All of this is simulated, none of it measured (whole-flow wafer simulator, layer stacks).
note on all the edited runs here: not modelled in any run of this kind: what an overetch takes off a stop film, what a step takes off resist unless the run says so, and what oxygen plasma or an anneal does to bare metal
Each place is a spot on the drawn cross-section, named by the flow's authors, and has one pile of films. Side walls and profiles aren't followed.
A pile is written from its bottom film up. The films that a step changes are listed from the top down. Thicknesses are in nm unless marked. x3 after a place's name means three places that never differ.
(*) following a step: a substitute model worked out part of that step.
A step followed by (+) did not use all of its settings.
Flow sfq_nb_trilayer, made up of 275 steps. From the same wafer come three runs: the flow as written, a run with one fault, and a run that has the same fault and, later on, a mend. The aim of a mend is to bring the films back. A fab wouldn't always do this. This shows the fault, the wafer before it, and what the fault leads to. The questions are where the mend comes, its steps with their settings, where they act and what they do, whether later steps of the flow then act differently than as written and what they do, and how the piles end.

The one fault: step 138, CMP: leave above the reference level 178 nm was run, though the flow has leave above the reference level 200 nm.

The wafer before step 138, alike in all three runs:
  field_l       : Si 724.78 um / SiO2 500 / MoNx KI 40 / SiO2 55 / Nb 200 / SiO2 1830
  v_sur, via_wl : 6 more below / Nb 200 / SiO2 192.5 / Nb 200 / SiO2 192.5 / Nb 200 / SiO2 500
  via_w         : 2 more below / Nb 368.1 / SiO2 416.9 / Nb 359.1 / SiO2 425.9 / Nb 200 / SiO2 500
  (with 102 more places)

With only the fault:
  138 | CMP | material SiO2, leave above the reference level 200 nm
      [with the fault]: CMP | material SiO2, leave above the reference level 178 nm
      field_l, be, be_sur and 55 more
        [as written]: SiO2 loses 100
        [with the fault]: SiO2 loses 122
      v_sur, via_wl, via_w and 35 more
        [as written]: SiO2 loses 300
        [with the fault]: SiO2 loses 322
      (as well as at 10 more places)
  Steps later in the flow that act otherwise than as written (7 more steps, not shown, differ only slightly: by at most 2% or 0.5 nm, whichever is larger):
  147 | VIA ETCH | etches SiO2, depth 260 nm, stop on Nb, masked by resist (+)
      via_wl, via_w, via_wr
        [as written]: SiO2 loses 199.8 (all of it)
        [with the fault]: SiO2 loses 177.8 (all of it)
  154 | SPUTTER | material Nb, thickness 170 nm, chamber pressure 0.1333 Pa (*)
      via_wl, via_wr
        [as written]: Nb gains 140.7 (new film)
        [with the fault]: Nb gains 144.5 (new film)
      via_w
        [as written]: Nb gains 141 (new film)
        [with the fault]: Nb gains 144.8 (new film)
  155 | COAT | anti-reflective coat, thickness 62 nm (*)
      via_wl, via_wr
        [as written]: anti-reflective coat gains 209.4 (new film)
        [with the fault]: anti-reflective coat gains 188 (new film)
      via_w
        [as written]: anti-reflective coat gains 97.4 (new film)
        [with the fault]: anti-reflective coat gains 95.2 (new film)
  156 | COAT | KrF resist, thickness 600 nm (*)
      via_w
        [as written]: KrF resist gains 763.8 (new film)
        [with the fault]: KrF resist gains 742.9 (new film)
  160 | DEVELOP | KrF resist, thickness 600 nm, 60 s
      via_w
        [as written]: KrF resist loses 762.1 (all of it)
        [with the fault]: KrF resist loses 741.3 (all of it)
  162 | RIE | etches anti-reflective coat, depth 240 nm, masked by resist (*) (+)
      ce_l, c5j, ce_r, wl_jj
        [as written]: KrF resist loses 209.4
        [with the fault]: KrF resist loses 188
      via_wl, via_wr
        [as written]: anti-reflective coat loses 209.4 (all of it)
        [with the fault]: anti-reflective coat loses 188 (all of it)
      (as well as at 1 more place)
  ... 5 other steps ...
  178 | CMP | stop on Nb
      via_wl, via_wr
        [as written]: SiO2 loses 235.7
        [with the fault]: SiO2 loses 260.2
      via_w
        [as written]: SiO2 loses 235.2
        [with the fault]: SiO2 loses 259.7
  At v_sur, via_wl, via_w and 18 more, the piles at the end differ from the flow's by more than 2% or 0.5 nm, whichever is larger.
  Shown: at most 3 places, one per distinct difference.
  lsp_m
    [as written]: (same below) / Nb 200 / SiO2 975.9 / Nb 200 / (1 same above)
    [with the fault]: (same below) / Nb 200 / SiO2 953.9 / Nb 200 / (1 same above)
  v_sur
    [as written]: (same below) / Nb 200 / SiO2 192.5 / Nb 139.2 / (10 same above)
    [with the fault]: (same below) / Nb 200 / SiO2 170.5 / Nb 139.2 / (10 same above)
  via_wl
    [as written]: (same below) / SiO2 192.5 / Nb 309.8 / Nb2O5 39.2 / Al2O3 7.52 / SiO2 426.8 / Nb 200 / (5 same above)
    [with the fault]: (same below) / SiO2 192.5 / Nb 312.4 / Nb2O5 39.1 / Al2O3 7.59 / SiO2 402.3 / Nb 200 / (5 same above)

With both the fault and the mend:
  The mend follows step 139.
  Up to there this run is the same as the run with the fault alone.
  139a | PECVD | material SiO2, thickness 22 nm, 150 C, 4.889 s, RF power 183.3 W, pressure 2.4 Torr, precursor SiH4/N2O (the flow's step 137 again, with other settings)
      field_l, v_sur, via_wl and 103 more
        SiO2 gains 22
  Every later step of the flow that is run acts as written, at every place that is followed, to within 2% or 0.5 nm, whichever is larger.
  The piles end only slightly different from the flow's at the places that both follow, by no more than 2% or 0.5 nm, whichever is larger.
